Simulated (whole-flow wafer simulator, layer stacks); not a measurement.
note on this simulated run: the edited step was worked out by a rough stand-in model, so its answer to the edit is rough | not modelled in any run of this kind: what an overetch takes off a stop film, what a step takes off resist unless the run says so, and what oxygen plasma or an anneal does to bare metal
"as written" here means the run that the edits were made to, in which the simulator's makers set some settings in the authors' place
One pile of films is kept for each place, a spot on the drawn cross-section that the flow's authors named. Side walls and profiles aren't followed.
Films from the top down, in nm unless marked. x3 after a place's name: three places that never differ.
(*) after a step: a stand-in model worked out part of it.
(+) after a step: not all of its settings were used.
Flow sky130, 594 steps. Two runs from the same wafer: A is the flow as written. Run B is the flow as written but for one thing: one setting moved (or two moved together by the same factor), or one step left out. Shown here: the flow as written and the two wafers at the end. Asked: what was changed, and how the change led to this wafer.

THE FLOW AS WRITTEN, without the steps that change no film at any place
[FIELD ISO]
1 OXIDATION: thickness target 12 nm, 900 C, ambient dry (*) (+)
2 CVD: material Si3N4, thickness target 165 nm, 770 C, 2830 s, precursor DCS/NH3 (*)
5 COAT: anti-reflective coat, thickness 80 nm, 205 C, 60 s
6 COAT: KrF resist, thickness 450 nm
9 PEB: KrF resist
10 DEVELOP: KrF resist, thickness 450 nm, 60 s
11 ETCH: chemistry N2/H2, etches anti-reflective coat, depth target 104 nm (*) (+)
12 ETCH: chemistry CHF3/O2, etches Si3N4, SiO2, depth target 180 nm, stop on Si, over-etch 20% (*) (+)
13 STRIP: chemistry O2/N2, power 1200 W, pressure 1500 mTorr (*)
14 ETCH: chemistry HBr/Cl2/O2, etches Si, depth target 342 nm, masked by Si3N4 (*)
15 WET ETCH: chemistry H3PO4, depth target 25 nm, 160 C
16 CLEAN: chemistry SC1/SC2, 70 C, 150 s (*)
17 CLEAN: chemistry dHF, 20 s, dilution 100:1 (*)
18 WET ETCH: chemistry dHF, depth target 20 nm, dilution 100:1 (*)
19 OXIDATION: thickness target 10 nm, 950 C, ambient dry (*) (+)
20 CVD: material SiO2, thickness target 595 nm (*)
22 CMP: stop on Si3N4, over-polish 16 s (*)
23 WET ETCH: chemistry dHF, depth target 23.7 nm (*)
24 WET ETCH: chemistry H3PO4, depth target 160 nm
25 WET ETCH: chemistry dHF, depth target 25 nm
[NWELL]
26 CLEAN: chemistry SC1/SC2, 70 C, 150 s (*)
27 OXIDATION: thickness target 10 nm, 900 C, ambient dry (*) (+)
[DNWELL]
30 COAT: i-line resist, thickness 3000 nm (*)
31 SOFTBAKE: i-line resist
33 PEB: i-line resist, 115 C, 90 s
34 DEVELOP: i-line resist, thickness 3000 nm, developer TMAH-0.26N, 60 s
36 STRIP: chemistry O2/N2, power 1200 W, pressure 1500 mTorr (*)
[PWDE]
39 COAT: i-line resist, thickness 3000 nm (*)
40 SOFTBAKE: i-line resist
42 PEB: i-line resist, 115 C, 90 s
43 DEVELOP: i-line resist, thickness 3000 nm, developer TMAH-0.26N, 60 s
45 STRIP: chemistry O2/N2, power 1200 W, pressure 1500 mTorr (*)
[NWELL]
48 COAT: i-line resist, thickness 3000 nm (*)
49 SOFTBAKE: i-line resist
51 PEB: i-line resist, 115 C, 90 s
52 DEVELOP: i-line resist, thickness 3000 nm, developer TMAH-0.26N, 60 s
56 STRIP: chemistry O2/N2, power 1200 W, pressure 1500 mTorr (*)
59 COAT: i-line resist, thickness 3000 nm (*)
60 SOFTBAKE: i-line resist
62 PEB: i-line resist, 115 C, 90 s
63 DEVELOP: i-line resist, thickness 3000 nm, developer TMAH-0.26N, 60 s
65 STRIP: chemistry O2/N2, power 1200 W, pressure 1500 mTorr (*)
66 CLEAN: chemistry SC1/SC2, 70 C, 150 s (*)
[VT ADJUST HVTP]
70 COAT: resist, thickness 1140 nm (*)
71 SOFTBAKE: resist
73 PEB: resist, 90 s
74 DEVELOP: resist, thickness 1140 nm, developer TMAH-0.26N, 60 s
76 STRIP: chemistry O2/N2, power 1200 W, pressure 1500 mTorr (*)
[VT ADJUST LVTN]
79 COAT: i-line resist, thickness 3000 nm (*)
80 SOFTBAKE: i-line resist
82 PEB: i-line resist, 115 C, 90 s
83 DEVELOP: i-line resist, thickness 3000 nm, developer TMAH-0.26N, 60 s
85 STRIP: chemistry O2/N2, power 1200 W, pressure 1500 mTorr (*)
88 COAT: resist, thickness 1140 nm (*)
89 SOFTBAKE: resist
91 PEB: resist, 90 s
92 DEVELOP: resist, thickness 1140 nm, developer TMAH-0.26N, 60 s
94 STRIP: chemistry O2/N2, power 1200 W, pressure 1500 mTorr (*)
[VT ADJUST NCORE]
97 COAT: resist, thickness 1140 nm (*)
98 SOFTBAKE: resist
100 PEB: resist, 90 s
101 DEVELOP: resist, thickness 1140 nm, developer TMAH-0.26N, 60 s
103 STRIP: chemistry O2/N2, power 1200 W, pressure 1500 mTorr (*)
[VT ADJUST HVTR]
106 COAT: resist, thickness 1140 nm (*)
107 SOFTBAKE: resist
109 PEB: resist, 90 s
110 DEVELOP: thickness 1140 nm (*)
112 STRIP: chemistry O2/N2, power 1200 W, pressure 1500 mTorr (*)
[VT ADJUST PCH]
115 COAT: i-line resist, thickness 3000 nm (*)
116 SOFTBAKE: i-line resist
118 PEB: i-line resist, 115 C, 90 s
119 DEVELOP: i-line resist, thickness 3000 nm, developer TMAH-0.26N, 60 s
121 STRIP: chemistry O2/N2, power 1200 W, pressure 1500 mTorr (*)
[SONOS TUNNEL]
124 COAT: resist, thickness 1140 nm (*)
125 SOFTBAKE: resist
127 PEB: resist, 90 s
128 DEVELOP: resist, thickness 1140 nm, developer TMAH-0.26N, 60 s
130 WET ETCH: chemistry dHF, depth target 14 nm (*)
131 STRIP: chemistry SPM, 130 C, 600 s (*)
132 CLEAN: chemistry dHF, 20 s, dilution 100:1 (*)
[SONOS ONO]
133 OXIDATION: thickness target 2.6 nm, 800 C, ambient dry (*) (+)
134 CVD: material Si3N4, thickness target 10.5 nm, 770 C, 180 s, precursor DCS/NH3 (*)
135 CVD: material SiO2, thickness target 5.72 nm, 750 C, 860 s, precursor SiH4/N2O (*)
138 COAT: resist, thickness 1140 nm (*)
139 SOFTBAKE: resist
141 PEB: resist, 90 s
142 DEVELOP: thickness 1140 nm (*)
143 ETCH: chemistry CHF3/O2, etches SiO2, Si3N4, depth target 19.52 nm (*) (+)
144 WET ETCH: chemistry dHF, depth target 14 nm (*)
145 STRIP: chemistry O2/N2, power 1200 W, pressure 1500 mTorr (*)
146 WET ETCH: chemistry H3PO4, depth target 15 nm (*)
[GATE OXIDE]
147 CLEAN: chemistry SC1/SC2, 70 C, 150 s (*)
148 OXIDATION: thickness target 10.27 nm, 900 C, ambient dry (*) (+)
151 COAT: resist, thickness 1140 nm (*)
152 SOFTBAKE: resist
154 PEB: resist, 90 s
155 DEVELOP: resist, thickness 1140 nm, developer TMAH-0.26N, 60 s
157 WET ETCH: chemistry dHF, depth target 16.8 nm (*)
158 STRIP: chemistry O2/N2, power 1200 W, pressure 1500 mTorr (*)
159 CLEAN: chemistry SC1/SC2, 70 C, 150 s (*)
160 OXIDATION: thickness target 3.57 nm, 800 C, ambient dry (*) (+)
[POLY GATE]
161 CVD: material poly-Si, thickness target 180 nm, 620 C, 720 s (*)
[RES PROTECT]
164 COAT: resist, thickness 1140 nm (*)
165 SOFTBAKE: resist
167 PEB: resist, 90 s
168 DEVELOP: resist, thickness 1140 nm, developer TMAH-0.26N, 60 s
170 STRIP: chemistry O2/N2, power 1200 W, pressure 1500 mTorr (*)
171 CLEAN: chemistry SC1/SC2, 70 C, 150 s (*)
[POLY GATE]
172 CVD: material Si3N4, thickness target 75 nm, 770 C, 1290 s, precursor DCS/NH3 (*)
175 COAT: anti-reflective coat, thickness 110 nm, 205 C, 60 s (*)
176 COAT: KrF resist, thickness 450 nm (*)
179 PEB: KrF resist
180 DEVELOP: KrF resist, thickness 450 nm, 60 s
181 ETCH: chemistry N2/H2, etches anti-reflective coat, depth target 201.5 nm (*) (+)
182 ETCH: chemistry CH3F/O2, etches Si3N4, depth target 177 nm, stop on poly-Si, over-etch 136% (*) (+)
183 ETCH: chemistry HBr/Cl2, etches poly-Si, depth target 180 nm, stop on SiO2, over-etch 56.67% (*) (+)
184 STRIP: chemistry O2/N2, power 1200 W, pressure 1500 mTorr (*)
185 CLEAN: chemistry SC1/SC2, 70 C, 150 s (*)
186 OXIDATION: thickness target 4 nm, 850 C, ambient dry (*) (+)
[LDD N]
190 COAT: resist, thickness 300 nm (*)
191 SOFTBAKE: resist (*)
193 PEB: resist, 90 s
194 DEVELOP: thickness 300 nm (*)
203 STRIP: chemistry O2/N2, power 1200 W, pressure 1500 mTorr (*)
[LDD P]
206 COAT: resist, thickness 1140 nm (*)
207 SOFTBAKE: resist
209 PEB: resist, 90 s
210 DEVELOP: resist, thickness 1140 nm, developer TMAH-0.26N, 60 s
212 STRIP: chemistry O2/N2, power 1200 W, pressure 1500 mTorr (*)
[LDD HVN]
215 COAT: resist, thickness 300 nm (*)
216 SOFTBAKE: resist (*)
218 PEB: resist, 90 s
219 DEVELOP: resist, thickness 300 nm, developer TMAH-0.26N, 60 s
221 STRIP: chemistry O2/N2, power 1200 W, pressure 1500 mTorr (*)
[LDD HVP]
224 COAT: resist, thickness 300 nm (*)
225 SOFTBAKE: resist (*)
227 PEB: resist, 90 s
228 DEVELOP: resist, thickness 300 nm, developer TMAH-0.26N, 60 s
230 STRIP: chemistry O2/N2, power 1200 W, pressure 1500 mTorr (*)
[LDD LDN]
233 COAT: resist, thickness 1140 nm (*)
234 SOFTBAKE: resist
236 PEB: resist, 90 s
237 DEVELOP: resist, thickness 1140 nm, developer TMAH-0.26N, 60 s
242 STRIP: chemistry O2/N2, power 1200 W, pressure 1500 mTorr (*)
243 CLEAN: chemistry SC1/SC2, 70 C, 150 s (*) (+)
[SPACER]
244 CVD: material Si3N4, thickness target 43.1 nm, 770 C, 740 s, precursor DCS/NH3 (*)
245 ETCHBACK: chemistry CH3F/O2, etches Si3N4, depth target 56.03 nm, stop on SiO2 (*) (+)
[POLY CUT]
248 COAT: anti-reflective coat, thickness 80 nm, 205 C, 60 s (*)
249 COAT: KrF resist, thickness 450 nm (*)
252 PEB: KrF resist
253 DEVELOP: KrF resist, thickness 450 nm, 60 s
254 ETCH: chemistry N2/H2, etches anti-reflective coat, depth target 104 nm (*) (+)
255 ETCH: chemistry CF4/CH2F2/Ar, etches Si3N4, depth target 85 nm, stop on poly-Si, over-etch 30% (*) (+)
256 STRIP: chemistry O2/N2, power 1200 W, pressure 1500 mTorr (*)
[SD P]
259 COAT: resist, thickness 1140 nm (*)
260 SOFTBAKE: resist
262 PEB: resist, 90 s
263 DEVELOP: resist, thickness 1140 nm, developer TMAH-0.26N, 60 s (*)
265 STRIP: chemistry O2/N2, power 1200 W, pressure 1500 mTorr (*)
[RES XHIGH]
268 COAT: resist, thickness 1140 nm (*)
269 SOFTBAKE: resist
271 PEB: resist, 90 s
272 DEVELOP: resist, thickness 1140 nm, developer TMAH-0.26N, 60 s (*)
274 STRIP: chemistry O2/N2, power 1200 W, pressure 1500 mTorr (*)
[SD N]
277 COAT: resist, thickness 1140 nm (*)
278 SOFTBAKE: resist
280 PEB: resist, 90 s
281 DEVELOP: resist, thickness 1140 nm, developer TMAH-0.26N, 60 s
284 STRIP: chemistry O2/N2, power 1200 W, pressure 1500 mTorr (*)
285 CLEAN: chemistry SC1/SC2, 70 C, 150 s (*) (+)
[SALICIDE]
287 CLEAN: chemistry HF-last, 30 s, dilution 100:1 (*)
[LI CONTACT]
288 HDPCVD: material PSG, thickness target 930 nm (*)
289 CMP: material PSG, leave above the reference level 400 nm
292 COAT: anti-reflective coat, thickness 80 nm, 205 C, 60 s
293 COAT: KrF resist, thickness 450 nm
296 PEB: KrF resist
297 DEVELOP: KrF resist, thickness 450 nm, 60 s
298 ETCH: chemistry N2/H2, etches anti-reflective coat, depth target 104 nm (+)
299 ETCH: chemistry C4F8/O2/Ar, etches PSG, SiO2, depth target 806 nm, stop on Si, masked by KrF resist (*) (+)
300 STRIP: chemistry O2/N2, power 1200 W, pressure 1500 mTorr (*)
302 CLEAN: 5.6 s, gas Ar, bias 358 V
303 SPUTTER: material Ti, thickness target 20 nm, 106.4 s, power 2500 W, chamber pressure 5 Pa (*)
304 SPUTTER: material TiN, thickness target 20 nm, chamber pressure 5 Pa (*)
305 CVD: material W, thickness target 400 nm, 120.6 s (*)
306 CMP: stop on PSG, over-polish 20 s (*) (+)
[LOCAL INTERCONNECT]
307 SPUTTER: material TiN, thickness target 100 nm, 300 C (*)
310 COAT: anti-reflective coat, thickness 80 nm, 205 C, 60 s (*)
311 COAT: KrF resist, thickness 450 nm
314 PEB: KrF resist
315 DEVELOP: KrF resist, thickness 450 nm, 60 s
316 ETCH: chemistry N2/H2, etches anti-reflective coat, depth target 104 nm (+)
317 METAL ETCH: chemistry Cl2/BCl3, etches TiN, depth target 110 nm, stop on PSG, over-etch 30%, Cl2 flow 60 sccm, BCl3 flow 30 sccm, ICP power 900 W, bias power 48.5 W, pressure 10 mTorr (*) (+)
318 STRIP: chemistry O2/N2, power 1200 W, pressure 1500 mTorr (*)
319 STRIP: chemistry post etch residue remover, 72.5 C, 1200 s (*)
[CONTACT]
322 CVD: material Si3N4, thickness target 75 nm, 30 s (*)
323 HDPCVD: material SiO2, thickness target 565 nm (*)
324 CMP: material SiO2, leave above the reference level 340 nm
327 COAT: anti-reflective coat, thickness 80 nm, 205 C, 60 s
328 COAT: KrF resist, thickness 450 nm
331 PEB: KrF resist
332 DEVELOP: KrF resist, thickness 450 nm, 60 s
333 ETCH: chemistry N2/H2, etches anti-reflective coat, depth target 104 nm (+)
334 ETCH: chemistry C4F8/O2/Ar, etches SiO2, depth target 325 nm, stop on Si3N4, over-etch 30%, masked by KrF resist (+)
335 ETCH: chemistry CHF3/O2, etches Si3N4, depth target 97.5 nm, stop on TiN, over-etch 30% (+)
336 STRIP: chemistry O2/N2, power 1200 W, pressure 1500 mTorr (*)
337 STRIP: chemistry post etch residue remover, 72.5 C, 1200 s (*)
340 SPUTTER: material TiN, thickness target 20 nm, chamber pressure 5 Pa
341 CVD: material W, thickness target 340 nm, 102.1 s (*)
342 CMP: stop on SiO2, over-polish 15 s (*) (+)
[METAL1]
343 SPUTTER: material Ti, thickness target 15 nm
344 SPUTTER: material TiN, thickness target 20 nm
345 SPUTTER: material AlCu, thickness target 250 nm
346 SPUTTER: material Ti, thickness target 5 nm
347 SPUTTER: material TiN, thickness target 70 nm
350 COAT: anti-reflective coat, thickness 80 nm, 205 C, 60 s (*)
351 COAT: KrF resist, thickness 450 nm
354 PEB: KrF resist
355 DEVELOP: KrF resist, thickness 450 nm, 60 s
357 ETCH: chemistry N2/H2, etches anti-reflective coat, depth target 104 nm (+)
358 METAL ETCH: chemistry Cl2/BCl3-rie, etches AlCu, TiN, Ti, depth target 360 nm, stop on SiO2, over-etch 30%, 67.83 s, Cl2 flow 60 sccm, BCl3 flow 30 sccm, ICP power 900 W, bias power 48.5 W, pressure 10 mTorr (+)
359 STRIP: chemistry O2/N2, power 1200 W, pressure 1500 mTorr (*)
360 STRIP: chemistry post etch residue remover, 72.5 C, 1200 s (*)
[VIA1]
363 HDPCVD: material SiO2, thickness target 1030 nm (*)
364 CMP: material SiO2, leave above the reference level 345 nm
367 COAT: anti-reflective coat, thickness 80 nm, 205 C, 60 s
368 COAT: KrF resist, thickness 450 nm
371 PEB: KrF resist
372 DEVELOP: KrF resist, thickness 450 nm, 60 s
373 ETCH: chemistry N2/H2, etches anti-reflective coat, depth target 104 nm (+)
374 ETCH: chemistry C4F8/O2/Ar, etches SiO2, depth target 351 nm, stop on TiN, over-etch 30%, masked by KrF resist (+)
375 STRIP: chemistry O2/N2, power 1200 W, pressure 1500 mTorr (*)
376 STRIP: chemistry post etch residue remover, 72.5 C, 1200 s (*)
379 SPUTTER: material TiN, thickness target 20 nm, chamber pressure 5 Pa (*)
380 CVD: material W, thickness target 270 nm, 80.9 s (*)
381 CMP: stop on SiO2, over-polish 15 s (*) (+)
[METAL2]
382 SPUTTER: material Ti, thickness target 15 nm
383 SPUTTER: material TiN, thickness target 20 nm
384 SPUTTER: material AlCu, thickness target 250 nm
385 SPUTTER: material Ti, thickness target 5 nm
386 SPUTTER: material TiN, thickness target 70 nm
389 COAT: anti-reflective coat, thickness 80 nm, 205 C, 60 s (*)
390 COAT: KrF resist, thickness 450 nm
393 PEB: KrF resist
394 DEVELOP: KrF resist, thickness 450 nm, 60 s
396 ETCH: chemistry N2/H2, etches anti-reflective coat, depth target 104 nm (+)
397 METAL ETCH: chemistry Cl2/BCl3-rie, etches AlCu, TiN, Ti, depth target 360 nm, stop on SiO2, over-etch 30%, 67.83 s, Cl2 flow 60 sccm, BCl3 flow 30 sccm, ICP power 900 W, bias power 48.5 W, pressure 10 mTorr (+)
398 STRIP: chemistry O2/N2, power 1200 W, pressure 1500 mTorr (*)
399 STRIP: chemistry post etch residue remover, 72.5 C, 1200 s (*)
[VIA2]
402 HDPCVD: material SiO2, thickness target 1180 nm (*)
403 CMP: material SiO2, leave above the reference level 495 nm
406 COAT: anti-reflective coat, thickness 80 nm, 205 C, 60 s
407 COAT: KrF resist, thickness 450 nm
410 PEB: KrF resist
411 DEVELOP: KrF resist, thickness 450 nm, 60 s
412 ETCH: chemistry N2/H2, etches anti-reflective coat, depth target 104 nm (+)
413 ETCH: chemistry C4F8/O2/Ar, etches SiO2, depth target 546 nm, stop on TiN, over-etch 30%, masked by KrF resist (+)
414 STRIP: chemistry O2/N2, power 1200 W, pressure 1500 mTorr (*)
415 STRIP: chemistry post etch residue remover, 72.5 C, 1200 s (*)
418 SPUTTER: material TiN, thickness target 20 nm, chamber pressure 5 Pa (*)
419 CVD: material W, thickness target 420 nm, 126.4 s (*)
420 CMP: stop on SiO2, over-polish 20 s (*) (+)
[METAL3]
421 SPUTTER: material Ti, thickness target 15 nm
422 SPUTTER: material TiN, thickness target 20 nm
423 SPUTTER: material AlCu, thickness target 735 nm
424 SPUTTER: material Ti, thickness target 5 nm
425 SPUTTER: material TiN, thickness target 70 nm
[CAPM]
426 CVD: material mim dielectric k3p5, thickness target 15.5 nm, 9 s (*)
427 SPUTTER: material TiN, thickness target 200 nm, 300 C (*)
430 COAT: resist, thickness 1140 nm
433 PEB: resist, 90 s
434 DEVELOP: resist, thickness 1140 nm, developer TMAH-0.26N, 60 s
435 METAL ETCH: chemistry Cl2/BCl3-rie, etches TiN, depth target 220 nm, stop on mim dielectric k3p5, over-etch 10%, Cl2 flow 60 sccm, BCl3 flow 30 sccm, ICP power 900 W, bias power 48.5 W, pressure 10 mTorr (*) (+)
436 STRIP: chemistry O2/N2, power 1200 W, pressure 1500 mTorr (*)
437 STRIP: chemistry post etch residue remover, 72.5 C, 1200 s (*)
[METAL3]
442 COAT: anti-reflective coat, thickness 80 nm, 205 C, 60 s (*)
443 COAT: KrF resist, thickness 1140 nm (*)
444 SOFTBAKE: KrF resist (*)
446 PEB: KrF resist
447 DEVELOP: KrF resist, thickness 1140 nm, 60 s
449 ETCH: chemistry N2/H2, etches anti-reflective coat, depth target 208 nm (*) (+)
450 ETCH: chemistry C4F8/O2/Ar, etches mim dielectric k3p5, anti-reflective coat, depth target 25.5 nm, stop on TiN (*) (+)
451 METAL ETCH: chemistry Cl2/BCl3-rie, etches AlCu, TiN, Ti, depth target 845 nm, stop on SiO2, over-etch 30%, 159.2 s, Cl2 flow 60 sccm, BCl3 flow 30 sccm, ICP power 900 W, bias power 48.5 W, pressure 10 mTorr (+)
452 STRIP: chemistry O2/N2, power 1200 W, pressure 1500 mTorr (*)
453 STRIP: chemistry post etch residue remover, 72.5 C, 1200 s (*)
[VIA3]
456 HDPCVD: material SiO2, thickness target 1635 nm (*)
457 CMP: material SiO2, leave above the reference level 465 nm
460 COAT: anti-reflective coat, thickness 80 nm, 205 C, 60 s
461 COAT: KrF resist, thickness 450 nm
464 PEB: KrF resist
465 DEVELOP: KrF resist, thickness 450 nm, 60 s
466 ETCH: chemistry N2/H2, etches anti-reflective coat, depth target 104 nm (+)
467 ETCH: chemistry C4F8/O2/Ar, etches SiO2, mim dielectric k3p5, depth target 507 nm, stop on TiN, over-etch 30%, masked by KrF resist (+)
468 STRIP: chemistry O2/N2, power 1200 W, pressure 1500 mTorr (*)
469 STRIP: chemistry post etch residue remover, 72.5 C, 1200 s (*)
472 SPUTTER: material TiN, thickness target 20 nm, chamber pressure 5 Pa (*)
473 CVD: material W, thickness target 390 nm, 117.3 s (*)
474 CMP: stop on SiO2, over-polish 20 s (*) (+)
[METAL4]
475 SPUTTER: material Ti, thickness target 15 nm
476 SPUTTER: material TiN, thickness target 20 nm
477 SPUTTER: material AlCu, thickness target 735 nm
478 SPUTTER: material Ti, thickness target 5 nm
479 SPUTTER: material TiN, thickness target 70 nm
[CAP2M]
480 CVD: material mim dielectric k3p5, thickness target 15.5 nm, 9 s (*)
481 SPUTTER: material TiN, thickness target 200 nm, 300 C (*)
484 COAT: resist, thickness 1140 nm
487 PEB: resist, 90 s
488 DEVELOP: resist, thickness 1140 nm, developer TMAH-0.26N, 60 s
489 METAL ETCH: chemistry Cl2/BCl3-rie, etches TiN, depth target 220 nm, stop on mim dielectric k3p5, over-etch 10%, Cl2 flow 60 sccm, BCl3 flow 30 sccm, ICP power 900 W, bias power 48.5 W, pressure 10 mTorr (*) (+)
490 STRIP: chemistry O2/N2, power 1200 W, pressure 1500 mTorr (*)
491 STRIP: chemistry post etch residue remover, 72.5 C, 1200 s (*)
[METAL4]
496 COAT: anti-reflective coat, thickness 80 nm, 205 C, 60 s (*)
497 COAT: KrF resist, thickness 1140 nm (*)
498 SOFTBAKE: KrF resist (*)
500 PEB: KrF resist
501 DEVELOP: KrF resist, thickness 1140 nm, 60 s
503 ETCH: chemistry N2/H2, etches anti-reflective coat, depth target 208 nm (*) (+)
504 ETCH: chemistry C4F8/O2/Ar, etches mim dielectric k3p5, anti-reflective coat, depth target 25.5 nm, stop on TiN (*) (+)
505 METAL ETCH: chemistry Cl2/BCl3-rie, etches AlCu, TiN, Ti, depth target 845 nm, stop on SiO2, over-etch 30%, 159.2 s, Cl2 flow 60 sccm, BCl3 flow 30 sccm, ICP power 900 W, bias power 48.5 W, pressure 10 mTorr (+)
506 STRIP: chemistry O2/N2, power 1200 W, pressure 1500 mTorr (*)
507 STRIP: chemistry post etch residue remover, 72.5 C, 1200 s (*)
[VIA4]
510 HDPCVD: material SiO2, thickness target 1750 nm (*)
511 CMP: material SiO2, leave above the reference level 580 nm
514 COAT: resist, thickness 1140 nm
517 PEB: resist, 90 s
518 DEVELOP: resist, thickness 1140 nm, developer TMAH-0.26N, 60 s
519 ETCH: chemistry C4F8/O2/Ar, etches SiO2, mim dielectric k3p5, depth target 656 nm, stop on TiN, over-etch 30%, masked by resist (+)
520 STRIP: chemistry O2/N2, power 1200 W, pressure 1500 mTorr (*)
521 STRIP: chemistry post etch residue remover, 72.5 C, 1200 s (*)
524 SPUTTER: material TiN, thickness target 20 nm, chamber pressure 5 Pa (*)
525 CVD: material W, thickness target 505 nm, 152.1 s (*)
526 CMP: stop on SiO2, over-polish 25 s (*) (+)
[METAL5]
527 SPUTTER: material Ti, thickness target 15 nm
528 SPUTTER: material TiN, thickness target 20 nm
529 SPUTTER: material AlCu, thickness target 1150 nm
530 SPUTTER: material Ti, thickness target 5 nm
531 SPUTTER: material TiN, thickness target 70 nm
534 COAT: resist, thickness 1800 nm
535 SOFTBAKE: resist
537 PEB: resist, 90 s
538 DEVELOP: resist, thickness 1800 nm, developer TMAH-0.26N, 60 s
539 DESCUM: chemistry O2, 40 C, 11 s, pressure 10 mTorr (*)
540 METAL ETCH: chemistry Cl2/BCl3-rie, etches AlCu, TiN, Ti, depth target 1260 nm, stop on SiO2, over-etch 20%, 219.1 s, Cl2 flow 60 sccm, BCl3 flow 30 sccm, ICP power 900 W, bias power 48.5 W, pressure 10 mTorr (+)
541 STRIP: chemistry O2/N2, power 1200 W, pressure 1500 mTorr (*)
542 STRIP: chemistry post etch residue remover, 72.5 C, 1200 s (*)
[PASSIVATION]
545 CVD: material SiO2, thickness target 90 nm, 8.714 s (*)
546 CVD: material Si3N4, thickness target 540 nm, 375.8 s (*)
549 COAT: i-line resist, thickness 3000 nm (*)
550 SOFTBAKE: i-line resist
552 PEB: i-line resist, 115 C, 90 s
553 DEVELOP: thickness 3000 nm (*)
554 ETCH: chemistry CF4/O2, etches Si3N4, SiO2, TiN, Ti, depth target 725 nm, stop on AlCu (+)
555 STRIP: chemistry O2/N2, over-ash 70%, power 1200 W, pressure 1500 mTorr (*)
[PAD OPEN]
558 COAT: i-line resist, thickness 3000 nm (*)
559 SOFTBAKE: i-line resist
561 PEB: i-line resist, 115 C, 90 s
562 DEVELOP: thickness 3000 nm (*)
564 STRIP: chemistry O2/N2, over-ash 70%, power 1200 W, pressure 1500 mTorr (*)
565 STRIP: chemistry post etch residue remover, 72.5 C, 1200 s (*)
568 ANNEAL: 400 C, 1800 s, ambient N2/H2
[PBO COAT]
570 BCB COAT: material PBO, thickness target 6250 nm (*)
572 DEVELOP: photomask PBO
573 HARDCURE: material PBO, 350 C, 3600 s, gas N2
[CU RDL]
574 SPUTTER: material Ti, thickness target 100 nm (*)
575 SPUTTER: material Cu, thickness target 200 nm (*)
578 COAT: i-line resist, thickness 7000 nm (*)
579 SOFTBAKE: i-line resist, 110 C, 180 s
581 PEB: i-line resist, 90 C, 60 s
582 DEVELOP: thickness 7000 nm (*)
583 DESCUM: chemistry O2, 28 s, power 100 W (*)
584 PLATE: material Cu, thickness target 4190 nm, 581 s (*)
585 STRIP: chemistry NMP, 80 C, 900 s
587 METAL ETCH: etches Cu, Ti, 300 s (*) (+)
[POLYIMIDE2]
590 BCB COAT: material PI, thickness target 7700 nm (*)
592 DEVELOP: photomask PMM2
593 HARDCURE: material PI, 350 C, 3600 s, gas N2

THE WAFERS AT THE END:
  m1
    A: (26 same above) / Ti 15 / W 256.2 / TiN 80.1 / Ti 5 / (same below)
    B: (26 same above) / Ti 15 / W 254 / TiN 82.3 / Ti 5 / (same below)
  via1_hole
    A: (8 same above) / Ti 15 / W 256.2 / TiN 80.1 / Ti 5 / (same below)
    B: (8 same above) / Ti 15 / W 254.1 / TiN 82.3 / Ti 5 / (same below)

The cause: step 379, SPUTTER: thickness target 24 nm was run, where the flow has thickness target 20 nm.

How the change led to this, step by step:
  379 SPUTTER: material TiN, thickness target 20 nm, chamber pressure 5 Pa (*)
      field, active, n_well and 186 more: A TiN +20 (new film) | B TiN +24 (new film)
      m1: A TiN +11 | B TiN +13.1
      (and at 1 more place)
  381 CMP: stop on SiO2, over-polish 15 s (*) (+)
      field, active, n_well and 186 more: A W -270 (all of it), TiN -20 (all of it), SiO2 -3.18 | B W -270 (all of it), TiN -24 (all of it), SiO2 -3.18
